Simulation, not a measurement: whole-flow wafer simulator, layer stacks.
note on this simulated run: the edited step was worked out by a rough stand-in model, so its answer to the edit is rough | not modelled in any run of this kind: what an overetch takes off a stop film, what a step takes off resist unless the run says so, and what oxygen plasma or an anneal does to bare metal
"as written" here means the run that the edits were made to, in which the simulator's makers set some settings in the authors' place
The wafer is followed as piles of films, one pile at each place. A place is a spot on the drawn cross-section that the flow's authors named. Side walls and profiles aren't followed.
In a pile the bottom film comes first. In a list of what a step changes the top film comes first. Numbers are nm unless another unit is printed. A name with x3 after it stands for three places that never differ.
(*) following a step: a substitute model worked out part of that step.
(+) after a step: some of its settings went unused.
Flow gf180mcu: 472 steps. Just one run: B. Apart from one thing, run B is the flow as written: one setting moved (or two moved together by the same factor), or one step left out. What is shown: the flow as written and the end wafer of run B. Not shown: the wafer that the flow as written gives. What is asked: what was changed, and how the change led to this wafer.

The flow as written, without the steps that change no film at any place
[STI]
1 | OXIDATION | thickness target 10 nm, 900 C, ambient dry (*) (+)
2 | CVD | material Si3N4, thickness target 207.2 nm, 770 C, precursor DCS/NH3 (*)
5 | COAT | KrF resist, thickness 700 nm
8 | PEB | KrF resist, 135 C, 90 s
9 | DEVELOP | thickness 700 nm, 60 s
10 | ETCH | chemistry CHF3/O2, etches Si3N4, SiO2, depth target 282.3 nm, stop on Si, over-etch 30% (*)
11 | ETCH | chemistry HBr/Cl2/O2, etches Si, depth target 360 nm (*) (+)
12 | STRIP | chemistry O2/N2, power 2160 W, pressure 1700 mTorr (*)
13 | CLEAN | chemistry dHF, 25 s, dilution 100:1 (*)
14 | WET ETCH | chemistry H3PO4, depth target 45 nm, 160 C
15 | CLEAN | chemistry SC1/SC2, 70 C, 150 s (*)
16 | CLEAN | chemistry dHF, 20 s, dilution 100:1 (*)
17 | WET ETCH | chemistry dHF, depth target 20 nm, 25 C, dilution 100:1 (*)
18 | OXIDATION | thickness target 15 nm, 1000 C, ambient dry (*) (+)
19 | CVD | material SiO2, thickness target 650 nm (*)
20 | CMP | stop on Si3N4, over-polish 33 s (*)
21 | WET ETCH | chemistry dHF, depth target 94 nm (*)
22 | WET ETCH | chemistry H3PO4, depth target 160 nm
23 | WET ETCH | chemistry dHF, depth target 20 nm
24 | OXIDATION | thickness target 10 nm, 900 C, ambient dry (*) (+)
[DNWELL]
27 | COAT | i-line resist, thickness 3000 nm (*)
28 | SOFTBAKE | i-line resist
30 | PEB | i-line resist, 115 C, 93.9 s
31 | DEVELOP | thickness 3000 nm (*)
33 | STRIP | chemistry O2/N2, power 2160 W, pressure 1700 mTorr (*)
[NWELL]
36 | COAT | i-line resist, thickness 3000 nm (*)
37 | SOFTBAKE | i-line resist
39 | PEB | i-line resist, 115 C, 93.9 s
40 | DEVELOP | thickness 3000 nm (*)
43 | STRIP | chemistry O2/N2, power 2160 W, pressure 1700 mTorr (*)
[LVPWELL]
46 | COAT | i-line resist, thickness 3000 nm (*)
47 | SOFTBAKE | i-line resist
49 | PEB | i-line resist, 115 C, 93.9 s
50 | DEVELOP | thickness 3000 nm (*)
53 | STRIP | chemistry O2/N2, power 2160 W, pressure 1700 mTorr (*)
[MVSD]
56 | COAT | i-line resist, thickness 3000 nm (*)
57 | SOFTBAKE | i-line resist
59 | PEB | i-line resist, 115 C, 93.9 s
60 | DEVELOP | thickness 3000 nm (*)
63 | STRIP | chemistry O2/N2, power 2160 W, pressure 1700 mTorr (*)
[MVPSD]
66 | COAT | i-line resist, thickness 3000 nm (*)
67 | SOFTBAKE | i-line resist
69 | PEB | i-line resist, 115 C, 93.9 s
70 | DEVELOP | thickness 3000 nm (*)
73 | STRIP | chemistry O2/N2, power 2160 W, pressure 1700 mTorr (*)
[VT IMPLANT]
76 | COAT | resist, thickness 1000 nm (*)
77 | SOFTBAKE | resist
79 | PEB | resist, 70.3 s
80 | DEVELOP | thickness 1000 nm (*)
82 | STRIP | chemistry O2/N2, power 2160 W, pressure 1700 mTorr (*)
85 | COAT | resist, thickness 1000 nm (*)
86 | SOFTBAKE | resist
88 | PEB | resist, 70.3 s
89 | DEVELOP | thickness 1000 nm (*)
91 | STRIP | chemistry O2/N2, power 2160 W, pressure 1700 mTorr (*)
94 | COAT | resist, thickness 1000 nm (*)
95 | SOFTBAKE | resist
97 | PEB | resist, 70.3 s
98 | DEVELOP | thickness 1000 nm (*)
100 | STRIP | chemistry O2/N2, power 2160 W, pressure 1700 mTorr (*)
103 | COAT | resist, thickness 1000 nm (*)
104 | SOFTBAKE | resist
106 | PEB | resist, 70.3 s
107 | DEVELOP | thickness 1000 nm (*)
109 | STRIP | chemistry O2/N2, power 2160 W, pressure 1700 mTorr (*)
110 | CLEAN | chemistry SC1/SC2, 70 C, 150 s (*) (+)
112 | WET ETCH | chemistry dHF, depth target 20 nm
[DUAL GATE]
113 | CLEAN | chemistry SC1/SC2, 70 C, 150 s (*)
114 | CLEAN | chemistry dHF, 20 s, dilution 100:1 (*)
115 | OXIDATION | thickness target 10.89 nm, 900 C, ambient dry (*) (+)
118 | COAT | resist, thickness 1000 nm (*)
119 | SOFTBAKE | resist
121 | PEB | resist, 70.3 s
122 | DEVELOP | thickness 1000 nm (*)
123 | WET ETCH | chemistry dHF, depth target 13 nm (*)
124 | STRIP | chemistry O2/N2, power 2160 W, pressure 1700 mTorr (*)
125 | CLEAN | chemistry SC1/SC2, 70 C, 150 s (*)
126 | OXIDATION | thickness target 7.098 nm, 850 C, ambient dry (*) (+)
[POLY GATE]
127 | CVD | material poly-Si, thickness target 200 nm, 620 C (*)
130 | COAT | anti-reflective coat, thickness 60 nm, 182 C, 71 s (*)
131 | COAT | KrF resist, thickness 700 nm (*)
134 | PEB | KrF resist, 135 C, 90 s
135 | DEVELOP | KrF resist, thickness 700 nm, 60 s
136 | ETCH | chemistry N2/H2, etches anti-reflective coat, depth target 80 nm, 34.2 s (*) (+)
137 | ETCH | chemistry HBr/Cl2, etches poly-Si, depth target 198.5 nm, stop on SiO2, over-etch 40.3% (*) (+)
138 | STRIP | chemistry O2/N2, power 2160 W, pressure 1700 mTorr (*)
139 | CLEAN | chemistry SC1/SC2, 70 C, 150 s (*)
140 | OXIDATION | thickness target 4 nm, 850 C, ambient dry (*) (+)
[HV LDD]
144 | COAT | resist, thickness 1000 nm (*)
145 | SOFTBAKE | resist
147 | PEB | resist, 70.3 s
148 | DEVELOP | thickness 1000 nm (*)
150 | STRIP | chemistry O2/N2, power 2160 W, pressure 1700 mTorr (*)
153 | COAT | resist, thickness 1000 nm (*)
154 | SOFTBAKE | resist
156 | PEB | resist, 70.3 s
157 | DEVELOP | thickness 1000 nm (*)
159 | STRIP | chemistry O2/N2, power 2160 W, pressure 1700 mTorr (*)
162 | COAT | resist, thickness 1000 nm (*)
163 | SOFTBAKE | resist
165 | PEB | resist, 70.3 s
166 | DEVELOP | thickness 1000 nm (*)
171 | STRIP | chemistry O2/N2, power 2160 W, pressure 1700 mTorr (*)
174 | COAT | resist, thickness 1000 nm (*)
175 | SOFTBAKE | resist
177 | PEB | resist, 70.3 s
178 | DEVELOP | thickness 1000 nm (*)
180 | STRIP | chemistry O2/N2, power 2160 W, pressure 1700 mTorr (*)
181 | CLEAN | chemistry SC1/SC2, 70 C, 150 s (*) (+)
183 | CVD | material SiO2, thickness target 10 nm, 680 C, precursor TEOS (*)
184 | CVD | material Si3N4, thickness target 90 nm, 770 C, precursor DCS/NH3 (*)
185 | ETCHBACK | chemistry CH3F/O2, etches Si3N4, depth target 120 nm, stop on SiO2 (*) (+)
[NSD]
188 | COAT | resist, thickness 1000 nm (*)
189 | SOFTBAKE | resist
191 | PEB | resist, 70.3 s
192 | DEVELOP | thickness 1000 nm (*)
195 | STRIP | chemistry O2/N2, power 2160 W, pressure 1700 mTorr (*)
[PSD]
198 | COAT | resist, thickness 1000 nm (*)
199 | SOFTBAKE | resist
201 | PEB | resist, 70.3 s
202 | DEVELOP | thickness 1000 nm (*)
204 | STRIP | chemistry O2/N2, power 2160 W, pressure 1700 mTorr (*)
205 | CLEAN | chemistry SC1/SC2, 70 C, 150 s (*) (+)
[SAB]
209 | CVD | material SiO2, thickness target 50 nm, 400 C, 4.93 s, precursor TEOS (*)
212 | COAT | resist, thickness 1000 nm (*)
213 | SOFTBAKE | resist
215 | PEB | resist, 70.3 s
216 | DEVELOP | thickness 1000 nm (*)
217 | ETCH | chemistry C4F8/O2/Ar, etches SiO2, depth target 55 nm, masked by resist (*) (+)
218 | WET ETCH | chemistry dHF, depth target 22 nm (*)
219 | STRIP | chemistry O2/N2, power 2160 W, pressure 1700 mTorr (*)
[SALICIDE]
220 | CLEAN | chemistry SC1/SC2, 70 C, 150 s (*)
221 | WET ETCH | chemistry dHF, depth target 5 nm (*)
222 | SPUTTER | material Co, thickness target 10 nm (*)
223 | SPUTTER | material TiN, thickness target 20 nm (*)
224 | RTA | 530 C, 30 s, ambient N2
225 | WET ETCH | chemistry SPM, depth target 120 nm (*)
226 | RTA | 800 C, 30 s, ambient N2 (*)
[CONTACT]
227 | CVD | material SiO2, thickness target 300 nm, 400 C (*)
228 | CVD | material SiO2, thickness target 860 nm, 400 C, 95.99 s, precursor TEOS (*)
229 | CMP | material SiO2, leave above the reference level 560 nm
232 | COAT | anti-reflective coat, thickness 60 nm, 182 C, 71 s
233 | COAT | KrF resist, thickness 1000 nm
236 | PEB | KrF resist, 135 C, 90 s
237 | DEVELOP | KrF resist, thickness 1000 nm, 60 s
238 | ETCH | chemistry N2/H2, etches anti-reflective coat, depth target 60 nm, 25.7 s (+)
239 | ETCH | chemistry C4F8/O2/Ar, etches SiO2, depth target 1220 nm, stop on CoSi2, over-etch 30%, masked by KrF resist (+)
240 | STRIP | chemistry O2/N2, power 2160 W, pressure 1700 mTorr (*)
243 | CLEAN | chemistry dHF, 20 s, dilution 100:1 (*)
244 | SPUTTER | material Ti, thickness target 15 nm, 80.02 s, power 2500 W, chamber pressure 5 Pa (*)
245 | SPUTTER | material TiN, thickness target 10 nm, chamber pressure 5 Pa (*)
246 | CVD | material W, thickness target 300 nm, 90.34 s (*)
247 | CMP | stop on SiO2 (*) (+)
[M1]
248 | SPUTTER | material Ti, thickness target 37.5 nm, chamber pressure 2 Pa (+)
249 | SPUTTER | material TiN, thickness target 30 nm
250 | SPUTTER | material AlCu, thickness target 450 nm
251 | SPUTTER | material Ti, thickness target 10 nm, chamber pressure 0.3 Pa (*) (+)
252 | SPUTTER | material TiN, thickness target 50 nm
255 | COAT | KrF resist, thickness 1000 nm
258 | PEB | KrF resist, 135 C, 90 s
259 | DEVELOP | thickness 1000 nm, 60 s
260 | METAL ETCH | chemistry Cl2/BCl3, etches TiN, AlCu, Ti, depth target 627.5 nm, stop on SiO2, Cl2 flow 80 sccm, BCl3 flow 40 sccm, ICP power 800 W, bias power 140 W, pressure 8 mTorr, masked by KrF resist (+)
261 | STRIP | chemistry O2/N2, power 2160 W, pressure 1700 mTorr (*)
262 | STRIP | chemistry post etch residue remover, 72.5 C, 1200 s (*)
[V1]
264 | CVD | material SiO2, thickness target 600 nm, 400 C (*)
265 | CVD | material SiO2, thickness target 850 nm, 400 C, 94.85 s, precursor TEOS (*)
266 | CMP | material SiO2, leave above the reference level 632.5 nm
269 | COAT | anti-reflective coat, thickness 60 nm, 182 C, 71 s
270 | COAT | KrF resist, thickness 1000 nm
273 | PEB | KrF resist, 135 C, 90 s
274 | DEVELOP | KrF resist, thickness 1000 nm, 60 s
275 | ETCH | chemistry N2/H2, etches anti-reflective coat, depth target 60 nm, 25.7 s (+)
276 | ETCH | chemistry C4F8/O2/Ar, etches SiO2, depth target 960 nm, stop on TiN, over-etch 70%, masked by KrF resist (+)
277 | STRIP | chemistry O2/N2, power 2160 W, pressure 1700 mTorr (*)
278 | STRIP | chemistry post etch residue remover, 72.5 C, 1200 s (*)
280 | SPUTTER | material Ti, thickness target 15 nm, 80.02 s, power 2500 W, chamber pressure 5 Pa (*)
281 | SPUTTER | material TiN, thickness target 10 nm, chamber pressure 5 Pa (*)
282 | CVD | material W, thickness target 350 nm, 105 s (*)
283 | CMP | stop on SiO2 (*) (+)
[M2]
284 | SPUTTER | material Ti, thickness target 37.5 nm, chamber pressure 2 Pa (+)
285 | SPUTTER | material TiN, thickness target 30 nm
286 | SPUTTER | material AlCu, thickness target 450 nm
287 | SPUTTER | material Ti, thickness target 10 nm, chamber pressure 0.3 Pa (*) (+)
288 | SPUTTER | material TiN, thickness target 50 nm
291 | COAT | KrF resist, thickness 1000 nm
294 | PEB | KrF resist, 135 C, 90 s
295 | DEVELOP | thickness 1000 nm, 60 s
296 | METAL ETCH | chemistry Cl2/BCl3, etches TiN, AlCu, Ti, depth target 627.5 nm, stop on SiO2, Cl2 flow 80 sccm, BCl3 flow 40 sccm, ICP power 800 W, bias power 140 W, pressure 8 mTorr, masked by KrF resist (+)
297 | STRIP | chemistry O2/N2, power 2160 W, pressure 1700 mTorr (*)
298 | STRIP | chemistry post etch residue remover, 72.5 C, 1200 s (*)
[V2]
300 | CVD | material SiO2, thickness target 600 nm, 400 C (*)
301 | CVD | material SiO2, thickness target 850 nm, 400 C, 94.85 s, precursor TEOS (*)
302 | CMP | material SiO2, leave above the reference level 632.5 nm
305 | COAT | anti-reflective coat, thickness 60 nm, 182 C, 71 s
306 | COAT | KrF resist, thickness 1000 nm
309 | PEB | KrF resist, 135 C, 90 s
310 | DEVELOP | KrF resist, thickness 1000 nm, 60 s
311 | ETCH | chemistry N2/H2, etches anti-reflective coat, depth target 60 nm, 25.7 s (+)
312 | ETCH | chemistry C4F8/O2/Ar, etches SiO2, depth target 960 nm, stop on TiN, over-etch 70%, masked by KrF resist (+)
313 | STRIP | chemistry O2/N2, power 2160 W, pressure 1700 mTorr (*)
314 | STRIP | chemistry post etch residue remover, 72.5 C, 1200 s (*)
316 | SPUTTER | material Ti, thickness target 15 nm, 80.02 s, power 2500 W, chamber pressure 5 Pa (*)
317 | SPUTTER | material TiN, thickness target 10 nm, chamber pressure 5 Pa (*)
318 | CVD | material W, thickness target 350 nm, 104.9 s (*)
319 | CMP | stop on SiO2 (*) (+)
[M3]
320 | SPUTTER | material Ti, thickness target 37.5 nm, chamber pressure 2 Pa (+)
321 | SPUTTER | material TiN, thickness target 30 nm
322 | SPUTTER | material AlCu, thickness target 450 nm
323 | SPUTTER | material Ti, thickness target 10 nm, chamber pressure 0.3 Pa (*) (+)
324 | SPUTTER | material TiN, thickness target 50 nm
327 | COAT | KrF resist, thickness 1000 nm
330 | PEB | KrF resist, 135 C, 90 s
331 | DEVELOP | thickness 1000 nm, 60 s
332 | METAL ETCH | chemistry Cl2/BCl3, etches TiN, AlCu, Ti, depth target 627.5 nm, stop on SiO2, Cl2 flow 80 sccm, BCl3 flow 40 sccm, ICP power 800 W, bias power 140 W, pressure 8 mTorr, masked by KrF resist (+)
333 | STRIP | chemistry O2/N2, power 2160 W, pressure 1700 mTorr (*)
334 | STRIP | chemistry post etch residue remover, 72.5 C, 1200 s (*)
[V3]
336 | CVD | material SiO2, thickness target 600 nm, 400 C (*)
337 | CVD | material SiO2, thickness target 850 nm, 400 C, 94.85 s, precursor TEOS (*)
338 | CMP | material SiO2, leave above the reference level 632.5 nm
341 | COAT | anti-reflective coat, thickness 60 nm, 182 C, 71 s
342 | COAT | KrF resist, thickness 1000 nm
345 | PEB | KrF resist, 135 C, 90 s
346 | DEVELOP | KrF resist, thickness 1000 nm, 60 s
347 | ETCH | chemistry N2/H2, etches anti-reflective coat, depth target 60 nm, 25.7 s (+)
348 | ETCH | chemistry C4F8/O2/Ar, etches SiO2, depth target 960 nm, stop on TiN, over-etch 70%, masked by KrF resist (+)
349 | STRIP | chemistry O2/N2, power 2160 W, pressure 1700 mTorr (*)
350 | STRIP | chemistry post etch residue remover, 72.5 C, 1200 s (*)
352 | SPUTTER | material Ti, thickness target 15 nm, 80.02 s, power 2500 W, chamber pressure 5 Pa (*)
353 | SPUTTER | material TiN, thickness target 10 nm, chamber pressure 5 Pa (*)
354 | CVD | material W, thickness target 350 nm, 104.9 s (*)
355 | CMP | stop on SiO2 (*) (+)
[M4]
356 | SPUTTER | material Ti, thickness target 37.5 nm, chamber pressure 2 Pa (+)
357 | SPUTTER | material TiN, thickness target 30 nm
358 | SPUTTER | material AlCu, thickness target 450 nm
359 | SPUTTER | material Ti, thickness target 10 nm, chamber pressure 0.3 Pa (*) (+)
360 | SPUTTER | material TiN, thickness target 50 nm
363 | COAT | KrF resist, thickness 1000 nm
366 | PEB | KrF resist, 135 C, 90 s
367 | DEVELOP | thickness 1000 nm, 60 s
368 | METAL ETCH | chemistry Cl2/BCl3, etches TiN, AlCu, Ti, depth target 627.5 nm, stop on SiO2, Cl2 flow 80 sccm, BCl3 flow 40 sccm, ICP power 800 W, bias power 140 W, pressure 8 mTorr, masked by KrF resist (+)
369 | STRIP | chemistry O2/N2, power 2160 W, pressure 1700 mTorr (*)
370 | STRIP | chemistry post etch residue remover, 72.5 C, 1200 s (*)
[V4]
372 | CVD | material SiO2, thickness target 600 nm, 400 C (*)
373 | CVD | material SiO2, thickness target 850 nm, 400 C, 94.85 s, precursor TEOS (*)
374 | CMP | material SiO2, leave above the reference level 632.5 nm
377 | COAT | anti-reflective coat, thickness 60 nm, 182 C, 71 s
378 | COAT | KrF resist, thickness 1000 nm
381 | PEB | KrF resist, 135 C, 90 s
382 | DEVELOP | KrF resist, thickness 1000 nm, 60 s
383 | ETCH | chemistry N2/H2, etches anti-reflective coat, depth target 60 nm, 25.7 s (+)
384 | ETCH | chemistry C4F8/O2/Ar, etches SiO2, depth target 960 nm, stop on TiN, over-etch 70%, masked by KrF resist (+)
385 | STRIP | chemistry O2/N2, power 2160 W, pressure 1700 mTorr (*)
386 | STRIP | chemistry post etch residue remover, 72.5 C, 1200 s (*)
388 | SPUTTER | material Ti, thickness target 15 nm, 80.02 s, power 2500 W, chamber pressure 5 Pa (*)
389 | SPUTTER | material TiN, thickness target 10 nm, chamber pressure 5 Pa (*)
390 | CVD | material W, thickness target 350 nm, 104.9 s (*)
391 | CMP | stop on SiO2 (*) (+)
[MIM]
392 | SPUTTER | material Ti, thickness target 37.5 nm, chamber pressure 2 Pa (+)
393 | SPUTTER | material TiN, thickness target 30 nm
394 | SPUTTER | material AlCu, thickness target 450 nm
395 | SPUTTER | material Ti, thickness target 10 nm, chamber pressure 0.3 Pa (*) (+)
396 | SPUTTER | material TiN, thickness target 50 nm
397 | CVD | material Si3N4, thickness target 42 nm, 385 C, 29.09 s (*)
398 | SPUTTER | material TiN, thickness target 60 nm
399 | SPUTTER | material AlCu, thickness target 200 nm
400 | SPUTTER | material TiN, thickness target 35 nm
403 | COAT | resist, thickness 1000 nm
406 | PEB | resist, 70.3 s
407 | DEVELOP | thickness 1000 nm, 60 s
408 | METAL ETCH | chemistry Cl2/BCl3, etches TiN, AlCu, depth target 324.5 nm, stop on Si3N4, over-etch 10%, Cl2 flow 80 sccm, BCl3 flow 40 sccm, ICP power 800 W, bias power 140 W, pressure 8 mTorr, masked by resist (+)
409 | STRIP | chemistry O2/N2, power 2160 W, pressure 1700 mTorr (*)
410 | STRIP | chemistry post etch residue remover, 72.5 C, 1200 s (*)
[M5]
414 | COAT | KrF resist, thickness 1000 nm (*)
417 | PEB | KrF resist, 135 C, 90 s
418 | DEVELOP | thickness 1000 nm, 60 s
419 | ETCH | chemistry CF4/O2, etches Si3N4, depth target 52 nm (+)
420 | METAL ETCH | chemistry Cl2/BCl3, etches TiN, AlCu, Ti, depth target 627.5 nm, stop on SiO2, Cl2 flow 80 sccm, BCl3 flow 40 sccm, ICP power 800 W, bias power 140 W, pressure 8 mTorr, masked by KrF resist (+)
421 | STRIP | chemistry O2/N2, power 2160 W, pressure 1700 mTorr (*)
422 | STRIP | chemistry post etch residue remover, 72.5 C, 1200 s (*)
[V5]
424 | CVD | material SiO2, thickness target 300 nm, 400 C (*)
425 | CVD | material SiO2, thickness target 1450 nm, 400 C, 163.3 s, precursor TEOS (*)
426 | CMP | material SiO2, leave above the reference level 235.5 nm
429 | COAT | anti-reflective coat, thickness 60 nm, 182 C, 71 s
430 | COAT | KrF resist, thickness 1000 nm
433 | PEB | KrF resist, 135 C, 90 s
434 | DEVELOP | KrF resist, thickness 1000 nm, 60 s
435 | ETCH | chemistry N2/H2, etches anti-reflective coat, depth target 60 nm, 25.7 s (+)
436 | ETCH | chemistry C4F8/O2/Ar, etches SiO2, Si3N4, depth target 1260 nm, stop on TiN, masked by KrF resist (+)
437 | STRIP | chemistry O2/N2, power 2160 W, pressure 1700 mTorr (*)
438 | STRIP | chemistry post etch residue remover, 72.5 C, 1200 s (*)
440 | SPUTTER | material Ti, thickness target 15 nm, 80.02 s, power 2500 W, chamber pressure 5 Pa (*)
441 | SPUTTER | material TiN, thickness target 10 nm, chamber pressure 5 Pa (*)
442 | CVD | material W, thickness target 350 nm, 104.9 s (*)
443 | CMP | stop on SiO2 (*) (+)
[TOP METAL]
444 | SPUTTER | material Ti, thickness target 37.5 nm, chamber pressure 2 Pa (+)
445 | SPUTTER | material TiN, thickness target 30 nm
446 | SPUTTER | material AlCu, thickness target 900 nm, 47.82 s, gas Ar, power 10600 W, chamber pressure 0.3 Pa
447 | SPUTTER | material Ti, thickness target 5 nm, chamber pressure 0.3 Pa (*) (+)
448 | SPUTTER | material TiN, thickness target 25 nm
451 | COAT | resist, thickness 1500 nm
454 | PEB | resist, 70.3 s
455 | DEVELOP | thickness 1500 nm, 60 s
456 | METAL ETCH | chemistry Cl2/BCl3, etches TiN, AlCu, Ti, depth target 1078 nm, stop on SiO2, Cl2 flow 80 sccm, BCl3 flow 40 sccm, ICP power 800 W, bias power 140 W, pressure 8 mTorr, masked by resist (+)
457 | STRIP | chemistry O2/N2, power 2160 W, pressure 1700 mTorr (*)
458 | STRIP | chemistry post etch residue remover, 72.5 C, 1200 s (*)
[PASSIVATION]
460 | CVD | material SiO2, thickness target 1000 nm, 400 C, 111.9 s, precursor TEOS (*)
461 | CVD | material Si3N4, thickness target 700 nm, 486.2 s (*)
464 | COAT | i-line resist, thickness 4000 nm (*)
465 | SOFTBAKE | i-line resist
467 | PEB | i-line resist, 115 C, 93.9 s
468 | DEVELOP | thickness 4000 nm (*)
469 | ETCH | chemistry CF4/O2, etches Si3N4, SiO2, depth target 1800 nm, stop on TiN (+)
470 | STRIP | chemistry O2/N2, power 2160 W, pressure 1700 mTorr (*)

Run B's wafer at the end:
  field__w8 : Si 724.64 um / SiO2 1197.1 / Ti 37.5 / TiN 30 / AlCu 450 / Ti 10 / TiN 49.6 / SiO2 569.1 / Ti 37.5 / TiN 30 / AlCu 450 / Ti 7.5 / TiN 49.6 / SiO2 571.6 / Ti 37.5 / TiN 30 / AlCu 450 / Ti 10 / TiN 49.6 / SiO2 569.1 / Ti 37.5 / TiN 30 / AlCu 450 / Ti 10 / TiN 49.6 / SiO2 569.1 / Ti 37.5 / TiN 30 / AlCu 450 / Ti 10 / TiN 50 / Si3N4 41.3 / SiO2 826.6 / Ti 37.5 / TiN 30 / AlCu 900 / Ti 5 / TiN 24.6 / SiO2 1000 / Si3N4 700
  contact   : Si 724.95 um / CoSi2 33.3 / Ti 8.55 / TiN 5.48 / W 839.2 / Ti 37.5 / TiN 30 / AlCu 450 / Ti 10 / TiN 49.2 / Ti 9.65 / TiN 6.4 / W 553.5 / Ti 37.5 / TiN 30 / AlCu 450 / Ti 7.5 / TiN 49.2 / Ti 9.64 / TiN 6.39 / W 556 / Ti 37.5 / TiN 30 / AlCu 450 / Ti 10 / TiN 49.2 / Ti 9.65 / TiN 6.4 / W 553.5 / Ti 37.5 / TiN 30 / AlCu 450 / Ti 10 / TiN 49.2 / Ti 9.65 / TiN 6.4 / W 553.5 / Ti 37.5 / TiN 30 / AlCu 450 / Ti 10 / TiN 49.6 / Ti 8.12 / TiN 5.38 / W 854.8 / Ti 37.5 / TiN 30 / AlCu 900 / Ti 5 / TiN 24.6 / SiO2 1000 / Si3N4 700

The reason: step 287, SPUTTER: thickness target 7.5 nm was run, whereas the flow has thickness target 10 nm.
The wafer lets one read it off: field__w8 has Ti 7.5, and step 287 as written asks for 10 nm.

The path from the change to this, step by step:
  287 | SPUTTER | material Ti, thickness target 10 nm, chamber pressure 0.3 Pa (*) (+)
      field, field__w1, field__w2 and 108 more: +7.5 Ti (new film) (in the flow as written it would be: +10 Ti (new film))
  296 | METAL ETCH | chemistry Cl2/BCl3, etches TiN, AlCu, Ti, depth target 627.5 nm, stop on SiO2, Cl2 flow 80 sccm, BCl3 flow 40 sccm, ICP power 800 W, bias power 140 W, pressure 8 mTorr, masked by KrF resist (+)
      field, field__w1, field__w2 and 103 more: -50 TiN (all of it), -7.5 Ti (all of it), -450 AlCu (all of it), -30 TiN (all of it), -37.5 Ti (all of it) (in the flow as written it would be: -50 TiN (all of it), -10 Ti (all of it), -450 AlCu (all of it), -30 TiN (all of it), -37.5 Ti (all of it))
